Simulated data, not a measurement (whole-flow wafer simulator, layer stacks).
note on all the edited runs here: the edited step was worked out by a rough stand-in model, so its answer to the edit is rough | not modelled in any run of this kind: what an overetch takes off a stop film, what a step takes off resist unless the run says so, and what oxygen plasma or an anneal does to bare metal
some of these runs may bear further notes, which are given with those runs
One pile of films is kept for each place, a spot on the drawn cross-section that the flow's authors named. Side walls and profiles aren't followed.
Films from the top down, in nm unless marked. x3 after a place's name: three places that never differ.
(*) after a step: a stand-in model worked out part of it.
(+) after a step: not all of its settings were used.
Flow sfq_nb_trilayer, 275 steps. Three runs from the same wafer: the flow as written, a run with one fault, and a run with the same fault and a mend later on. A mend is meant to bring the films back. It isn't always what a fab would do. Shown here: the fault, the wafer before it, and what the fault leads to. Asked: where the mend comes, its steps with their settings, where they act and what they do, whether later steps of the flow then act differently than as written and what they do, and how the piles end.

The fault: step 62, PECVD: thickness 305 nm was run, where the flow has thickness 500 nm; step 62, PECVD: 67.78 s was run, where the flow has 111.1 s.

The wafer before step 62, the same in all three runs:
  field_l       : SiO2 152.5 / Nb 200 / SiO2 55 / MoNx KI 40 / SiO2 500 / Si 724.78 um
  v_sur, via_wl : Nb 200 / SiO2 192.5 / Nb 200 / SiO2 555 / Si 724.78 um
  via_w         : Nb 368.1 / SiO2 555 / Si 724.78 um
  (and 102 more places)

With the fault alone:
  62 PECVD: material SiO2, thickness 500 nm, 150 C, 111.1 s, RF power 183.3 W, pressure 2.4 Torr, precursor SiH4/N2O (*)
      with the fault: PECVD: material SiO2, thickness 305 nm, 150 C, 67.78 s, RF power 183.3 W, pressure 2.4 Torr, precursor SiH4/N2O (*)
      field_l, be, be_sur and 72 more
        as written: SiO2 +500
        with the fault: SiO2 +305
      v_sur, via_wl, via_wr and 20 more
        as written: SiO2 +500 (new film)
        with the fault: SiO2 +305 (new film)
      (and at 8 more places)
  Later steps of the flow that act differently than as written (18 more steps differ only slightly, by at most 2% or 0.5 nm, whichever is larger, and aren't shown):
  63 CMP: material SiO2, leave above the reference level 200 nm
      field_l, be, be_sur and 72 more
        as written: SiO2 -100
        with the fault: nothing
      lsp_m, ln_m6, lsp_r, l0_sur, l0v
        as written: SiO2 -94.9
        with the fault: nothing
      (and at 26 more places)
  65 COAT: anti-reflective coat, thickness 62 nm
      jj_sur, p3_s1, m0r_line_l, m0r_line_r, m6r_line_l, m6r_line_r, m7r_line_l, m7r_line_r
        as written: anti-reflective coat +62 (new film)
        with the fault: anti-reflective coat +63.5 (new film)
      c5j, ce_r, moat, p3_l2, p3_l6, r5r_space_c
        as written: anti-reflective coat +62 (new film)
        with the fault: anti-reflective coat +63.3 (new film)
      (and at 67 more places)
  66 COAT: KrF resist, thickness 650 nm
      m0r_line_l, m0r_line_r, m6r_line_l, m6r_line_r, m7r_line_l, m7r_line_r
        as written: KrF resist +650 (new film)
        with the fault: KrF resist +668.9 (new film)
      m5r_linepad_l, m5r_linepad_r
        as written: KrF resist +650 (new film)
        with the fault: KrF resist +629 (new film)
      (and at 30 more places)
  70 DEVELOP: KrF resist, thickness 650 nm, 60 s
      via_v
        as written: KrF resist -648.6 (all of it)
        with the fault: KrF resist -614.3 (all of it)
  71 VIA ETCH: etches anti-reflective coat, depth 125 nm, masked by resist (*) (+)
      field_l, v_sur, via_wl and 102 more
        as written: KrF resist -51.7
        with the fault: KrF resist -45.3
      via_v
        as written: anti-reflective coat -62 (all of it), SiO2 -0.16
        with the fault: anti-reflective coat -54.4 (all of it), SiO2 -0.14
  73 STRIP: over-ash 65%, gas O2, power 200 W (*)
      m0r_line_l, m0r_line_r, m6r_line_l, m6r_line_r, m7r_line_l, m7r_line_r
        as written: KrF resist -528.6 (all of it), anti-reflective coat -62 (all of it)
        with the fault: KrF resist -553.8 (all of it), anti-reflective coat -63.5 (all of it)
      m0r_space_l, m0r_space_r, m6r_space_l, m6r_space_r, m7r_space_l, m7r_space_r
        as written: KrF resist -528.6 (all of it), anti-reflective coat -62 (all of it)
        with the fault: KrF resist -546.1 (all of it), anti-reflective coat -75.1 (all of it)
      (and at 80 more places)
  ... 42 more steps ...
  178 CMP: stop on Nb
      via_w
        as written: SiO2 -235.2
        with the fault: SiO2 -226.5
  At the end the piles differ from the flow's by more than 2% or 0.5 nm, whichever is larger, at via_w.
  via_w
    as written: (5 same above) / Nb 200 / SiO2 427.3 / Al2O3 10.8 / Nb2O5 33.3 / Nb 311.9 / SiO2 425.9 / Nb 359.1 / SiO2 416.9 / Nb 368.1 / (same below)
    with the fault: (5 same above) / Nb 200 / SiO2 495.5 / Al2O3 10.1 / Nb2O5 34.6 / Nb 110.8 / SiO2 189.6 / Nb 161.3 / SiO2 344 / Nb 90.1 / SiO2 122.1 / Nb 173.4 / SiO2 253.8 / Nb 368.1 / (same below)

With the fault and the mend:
  The mend comes after step 62.
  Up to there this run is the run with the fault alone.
  62a PECVD: material SiO2, thickness 195 nm, 150 C, 43.33 s, RF power 183.3 W, pressure 2.4 Torr, precursor SiH4/N2O (the flow's step 62 once more, with other settings)
      field_l, v_sur, via_wl and 102 more
        SiO2 +195
      via_w
        SiO2 +173.8
  Later steps of the flow that act differently than as written:
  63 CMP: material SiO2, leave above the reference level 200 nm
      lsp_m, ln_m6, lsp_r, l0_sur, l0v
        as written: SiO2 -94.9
        with the mend: SiO2 -100
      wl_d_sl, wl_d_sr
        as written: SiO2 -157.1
        with the mend: SiO2 -100
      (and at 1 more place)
  At the end the piles are the same as the flow's at every place that both follow.
